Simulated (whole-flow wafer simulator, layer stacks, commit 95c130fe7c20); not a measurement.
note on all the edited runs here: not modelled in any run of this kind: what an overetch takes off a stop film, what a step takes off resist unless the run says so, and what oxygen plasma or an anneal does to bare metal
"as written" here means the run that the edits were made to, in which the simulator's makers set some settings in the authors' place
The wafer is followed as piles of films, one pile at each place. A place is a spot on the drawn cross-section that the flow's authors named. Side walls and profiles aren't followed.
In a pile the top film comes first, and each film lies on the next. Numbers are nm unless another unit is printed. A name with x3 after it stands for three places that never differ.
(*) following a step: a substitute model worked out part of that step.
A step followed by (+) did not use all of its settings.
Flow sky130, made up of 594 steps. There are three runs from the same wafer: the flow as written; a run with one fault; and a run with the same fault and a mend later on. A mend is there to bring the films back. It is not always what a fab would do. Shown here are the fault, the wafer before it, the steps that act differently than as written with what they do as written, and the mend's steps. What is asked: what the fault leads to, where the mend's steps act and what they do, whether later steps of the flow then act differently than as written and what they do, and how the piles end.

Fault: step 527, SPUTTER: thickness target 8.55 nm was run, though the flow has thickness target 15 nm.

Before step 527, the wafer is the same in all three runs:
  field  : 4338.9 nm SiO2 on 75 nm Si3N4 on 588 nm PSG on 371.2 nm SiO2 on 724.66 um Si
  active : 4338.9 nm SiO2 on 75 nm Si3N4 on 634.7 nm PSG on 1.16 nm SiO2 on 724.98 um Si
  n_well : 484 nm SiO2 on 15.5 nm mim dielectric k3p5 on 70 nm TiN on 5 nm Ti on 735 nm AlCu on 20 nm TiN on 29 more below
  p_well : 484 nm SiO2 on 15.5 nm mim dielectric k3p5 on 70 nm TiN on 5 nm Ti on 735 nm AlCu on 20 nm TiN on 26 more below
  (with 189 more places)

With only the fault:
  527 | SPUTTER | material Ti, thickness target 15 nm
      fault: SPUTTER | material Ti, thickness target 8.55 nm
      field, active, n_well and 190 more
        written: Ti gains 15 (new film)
        fault: Ti gains 8.55 (new film)
  Steps later in the flow that act otherwise than as written (19 other steps are not shown; they differ only slightly, by no more than 2% or 0.5 nm, whichever is larger):
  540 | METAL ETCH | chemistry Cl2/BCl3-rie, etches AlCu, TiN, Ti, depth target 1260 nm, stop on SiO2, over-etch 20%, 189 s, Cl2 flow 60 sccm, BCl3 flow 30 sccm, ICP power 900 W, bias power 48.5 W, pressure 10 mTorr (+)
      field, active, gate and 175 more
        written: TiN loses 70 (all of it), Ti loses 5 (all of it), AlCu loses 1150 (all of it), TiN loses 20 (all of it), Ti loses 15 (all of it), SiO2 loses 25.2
        fault: TiN loses 70 (all of it), Ti loses 5 (all of it), AlCu loses 1150 (all of it), TiN loses 20 (all of it), Ti loses 8.55 (all of it), SiO2 loses 25.8
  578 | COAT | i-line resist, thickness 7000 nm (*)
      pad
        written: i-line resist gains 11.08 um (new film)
        fault: i-line resist gains 11.09 um (new film)
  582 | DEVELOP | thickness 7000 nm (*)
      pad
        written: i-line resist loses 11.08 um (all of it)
        fault: i-line resist loses 11.09 um (all of it)
  The piles end different from the flow's at n_well, p_well, sd_n and 12 more by more than 2% or 0.5 nm, whichever is larger.
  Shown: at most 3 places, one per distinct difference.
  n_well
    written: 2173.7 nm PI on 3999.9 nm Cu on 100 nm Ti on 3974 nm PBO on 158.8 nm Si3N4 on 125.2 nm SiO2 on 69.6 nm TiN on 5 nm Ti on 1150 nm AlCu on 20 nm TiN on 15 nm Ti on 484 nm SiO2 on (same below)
    fault: 2174.4 nm PI on 3999.9 nm Cu on 100 nm Ti on 3978.7 nm PBO on 158.8 nm Si3N4 on 125.2 nm SiO2 on 69.6 nm TiN on 5 nm Ti on 1150 nm AlCu on 20 nm TiN on 8.55 nm Ti on 484 nm SiO2 on (same below)
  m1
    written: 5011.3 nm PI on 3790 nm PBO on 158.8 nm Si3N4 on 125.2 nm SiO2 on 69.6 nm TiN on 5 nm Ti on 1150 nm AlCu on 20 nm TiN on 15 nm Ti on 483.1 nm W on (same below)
    fault: 5011.6 nm PI on 3795.3 nm PBO on 158.8 nm Si3N4 on 125.2 nm SiO2 on 69.6 nm TiN on 5 nm Ti on 1150 nm AlCu on 20 nm TiN on 8.55 nm Ti on 483.1 nm W on (same below)
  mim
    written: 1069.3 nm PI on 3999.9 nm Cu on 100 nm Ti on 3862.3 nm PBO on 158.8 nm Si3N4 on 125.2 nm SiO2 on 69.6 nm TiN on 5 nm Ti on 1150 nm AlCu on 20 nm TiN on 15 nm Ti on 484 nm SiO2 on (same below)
    fault: 1069.9 nm PI on 3999.9 nm Cu on 100 nm Ti on 3867.3 nm PBO on 158.8 nm Si3N4 on 125.2 nm SiO2 on 69.6 nm TiN on 5 nm Ti on 1150 nm AlCu on 20 nm TiN on 8.55 nm Ti on 484 nm SiO2 on (same below)

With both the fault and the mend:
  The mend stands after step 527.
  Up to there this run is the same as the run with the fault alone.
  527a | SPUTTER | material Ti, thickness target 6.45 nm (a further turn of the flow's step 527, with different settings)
      field, active, n_well and 190 more
        Ti gains 6.45
  Later steps of the flow that are run all act as written at every place that is followed.
  The piles end the same as the flow's at every place that both follow.
